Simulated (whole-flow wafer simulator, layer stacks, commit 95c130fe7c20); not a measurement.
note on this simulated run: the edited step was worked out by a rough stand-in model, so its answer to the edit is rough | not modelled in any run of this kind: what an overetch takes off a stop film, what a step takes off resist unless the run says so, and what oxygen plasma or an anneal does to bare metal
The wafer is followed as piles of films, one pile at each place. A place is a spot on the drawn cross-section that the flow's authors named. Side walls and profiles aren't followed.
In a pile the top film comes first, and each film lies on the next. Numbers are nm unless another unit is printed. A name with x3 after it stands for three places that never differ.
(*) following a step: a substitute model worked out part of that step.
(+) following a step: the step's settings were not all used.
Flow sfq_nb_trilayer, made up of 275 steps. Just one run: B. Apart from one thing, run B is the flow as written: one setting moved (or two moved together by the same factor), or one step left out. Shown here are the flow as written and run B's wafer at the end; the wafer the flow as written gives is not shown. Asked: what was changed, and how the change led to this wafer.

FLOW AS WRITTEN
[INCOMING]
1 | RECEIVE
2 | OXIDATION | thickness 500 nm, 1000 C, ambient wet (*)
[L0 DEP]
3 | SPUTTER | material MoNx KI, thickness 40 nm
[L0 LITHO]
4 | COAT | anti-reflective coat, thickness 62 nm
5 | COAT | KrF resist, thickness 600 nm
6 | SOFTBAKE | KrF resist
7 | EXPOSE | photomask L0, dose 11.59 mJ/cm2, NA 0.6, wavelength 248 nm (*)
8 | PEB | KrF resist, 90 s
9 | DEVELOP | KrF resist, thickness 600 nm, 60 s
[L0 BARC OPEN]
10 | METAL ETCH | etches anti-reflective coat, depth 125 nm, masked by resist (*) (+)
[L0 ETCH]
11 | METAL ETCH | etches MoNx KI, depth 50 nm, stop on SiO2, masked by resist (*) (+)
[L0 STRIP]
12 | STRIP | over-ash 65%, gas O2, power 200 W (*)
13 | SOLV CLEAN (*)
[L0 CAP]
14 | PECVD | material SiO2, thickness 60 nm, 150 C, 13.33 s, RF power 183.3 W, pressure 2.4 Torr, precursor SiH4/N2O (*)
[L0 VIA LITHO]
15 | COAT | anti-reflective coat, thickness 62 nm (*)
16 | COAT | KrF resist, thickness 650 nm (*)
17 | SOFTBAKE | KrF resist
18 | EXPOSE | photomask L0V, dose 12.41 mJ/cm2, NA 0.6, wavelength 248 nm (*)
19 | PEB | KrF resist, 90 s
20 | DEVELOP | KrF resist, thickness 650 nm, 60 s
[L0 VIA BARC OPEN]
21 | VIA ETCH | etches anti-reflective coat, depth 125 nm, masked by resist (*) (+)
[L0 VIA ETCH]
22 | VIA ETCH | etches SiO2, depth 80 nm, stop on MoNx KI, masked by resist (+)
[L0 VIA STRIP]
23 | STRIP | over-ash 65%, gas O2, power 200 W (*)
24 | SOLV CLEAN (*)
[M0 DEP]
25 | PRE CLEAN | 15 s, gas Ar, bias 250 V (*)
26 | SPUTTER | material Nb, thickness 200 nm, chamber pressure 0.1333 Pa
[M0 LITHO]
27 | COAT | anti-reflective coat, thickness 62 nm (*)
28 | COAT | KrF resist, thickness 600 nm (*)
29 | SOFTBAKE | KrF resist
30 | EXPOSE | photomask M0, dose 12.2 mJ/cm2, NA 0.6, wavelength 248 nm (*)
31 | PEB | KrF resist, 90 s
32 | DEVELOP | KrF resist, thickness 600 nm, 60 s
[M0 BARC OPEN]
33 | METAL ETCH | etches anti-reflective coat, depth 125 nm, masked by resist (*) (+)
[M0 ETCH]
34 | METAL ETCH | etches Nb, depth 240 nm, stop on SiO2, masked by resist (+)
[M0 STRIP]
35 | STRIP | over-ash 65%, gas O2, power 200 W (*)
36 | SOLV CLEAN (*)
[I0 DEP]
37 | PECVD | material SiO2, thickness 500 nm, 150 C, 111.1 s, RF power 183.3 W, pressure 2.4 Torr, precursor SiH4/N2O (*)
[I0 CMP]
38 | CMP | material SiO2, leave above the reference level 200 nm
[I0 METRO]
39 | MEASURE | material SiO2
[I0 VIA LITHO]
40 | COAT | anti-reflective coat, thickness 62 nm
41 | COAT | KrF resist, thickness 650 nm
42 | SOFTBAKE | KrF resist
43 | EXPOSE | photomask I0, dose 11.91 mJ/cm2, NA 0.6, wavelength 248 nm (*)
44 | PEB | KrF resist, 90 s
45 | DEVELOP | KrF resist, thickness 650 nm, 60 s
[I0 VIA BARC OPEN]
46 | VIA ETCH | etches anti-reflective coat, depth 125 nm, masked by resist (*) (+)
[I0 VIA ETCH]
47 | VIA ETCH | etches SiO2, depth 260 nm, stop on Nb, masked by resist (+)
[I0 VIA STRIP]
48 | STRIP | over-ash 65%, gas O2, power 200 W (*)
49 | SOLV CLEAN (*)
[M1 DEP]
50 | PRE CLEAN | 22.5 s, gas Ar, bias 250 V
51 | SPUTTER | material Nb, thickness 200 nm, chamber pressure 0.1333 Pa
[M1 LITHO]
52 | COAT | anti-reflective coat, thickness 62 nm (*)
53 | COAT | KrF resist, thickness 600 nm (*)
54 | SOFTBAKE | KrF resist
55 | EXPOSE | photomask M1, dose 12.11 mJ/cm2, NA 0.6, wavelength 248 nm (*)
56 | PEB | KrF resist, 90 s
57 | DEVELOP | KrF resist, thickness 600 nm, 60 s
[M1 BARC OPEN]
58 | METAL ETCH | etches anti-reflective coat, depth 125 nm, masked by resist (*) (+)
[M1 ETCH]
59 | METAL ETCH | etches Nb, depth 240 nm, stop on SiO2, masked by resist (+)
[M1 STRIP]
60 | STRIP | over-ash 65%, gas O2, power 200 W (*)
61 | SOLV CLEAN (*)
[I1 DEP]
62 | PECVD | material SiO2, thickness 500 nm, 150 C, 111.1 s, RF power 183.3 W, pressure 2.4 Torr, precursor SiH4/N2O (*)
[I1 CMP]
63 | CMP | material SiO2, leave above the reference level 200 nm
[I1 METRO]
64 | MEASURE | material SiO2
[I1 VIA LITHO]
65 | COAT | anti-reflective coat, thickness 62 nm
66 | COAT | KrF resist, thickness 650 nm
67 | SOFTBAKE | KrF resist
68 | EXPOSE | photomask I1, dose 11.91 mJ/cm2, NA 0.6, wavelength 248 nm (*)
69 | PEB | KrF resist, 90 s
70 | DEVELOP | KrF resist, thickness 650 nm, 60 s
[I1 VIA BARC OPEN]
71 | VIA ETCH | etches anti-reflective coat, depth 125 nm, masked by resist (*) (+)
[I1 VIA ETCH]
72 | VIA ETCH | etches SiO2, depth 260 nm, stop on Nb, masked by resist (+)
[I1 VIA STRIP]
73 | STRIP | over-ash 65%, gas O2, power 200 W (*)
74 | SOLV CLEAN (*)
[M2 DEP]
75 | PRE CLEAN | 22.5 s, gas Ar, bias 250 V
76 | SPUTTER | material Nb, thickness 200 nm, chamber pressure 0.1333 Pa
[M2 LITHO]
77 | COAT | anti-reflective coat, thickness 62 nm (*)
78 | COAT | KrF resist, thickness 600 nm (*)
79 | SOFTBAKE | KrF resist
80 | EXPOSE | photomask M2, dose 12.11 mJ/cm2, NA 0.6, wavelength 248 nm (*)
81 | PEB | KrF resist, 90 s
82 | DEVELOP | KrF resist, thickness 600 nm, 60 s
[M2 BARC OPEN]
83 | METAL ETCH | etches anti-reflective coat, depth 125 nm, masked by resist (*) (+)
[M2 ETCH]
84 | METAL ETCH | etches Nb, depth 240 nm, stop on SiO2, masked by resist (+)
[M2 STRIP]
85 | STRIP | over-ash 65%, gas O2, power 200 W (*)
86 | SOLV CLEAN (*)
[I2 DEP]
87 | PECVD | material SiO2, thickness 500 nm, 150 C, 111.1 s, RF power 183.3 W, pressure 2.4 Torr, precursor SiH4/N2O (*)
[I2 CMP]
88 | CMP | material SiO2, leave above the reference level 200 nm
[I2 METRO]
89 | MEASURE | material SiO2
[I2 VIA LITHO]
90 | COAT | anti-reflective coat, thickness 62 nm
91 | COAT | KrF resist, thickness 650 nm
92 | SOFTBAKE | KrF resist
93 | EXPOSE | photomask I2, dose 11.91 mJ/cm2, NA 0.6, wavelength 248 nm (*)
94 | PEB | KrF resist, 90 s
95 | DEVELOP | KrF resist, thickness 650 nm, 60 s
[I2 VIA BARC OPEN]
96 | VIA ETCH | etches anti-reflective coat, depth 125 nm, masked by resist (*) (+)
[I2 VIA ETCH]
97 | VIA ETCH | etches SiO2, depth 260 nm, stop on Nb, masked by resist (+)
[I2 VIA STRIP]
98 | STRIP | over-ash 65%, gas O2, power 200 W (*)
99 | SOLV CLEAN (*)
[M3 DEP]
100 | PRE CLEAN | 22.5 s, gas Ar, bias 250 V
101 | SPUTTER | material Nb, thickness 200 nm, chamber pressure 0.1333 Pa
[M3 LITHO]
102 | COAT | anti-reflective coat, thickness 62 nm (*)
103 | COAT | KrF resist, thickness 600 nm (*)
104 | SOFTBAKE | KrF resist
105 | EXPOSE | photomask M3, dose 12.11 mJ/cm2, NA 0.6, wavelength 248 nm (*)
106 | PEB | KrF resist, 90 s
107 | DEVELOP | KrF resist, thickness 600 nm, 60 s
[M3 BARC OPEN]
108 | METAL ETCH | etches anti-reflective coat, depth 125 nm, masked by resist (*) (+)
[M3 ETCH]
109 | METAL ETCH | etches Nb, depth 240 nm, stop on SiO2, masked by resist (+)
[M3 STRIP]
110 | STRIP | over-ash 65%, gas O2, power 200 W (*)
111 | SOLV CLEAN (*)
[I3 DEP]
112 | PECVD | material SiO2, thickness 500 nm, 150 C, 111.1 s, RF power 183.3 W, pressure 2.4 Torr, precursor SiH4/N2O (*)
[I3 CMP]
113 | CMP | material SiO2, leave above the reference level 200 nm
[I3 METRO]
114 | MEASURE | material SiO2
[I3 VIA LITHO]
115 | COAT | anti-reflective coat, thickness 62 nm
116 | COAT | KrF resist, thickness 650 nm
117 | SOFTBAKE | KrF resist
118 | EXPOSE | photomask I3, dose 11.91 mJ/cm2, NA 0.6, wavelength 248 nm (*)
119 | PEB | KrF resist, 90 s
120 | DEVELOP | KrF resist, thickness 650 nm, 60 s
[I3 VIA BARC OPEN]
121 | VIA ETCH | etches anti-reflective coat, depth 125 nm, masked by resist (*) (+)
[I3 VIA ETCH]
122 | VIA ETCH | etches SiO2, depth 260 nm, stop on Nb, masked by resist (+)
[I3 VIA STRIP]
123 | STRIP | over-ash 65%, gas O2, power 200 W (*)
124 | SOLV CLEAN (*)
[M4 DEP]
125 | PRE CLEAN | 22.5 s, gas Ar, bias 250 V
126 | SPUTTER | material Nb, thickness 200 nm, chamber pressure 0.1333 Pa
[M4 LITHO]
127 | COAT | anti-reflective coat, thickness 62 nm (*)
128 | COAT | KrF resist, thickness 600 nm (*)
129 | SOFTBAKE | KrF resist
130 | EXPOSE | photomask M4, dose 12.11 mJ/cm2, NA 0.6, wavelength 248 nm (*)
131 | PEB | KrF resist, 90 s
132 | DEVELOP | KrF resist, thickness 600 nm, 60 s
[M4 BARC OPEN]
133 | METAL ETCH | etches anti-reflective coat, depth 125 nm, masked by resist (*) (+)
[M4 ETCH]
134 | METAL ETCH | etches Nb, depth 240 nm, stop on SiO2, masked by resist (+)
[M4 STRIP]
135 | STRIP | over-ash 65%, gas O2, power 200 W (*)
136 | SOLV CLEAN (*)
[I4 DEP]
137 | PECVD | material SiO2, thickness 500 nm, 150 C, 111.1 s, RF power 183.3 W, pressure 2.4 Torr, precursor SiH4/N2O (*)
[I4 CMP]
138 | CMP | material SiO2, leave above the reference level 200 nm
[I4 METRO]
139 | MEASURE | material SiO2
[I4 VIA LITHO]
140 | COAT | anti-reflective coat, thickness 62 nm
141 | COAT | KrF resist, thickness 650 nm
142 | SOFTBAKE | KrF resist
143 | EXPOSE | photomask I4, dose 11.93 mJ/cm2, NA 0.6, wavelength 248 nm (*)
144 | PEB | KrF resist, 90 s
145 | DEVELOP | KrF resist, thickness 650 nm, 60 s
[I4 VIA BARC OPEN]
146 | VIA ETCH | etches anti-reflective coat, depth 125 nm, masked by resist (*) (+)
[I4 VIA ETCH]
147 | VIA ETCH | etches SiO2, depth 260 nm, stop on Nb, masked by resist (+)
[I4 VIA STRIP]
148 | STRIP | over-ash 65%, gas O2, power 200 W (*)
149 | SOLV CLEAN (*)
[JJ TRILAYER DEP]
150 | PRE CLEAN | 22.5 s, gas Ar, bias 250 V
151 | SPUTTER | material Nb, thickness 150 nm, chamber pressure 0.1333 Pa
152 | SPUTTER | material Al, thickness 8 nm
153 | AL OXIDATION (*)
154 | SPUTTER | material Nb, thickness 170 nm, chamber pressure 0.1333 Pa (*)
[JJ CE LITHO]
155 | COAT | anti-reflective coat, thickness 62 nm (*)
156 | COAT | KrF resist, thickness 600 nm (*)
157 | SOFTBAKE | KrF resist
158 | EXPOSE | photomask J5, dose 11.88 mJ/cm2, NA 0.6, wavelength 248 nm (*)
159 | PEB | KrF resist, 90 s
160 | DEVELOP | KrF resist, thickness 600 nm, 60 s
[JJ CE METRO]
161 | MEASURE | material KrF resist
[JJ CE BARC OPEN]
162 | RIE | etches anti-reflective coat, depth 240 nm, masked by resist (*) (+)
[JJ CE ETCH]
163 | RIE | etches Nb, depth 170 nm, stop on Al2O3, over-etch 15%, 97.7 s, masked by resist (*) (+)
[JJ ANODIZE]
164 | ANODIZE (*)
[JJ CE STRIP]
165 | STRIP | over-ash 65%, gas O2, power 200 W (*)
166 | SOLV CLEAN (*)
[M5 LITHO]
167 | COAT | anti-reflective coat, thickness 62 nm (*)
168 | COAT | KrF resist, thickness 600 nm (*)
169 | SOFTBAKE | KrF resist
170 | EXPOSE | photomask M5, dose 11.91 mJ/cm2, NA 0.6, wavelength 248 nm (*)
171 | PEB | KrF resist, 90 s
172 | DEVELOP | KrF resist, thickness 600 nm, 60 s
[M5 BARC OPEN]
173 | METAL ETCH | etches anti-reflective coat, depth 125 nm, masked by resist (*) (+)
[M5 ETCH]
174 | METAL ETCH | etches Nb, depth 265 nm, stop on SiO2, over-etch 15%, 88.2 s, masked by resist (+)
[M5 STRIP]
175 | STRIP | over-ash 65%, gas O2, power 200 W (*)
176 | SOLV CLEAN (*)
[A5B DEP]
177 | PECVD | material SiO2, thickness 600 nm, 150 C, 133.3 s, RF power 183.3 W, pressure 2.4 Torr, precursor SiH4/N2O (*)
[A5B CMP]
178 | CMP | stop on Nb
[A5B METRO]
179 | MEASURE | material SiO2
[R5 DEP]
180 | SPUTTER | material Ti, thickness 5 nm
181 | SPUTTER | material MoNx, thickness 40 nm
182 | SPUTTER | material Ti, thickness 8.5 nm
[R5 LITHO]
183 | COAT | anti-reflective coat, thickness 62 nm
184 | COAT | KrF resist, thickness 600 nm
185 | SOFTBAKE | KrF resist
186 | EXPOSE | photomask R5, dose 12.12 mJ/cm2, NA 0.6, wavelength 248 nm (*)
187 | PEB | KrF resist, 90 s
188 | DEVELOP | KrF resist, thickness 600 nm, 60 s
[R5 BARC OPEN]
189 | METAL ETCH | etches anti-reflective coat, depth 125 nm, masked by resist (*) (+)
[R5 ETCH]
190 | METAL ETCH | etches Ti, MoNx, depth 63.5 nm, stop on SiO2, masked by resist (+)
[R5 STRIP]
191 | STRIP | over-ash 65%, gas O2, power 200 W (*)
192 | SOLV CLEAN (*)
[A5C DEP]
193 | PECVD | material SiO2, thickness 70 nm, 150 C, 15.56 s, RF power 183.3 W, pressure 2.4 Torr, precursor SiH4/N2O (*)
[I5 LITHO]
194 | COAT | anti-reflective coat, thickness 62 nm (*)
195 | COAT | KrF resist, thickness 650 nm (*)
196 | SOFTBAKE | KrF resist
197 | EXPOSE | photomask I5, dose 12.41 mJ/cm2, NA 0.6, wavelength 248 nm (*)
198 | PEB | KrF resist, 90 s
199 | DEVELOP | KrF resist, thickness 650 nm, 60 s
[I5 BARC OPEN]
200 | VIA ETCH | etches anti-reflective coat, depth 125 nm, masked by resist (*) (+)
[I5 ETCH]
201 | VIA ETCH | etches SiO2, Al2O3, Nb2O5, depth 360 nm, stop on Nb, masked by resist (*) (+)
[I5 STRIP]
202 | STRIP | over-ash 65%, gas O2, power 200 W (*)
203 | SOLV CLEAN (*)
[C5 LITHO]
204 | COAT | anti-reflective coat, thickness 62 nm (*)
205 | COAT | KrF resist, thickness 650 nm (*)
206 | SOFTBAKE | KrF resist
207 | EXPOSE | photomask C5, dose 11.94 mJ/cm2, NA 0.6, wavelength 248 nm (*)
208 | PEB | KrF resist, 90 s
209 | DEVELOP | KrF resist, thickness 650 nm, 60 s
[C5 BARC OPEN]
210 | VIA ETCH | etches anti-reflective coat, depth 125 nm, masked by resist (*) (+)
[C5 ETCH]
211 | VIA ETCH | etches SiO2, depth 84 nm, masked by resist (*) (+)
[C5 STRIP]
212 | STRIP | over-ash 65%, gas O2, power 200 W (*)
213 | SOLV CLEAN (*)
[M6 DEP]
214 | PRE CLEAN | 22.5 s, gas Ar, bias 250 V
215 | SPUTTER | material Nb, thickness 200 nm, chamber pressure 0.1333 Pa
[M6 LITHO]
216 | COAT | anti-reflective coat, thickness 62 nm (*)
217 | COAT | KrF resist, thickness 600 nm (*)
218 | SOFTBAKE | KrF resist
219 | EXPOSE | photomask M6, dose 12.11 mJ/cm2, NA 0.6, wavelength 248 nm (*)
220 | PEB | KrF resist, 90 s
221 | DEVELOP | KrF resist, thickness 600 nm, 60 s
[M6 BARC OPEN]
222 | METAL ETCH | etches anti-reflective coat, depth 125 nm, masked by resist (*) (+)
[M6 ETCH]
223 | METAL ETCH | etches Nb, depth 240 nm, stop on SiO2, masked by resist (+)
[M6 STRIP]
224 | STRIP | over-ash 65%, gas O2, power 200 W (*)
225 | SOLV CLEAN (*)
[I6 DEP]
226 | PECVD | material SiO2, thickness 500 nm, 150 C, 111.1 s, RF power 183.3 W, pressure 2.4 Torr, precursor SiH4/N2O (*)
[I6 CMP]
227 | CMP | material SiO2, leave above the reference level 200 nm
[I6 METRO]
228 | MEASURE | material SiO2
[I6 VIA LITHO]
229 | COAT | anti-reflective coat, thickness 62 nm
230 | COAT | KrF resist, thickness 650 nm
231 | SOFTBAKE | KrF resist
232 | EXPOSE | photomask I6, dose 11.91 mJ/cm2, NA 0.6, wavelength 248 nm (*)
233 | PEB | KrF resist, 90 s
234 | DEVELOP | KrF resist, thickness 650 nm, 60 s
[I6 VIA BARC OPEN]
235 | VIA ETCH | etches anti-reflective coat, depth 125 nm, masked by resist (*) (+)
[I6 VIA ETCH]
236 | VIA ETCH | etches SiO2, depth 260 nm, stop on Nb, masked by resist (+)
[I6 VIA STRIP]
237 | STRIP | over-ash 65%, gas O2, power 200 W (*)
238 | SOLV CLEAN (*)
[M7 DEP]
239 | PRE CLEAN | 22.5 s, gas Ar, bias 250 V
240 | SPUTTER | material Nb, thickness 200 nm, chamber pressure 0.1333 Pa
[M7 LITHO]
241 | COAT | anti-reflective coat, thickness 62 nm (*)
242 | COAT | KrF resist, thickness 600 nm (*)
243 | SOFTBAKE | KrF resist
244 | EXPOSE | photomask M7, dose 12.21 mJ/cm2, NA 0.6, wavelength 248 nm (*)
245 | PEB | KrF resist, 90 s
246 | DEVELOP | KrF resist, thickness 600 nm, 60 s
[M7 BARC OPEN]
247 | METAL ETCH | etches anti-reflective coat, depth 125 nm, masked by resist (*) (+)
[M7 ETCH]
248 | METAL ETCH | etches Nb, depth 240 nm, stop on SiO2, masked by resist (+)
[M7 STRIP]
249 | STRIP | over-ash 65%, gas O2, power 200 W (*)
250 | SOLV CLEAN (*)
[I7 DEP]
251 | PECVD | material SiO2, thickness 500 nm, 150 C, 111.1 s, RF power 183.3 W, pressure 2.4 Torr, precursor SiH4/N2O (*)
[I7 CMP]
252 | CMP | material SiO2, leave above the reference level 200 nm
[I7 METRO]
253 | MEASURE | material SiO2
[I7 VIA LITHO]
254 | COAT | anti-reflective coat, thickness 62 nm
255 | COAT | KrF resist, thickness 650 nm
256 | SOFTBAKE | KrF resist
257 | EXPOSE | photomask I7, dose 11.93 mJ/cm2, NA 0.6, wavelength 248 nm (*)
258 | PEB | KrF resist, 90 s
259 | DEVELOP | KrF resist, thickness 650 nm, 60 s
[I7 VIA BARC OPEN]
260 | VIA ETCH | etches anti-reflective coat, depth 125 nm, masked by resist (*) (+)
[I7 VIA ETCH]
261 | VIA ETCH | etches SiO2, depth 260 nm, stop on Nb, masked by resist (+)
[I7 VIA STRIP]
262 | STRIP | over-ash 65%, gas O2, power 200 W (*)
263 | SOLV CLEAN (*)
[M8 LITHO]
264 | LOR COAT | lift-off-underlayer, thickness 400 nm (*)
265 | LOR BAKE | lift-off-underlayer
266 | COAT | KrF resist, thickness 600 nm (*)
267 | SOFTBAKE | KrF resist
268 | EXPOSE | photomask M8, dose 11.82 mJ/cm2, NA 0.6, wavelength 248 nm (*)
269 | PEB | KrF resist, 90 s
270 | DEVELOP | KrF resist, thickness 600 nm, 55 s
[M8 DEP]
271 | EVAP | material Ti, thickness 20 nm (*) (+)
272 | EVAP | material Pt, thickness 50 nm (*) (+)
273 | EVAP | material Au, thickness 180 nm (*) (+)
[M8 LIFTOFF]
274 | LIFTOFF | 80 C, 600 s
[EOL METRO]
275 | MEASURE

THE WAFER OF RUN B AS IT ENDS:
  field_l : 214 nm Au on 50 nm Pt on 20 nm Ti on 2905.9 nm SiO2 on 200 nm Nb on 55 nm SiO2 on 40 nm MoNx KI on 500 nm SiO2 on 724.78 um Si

What caused this: step 273, EVAP: thickness 214 nm was run, though the flow has thickness 180 nm.
One can read it off the wafer: field_l has Au 214, and step 273 as written asks for 180 nm.

Step by step, how the change led to this:
  273 | EVAP | material Au, thickness 180 nm (*) (+)
      field_l, v_sur, via_wl and 103 more: +214 Au (new film) (it would be, as written: +180 Au (new film))
  274 | LIFTOFF | 80 C, 600 s
      p4_fl, p4_fm, p4_w1 and 71 more: -214 Au (all of it), -50 Pt (all of it), -20 Ti (all of it), -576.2 KrF resist (all of it), -400 lift-off-underlayer (all of it) (it would be, as written: -180 Au (all of it), -50 Pt (all of it), -20 Ti (all of it), -576.2 KrF resist (all of it), -400 lift-off-underlayer (all of it))
      c5j, ce_r: -214 Au (all of it), -50 Pt (all of it), -20 Ti (all of it), -573.3 KrF resist (all of it), -399.3 lift-off-underlayer (all of it) (it would be, as written: -180 Au (all of it), -50 Pt (all of it), -20 Ti (all of it), -573.3 KrF resist (all of it), -399.3 lift-off-underlayer (all of it))
      (and at 19 other places as well)
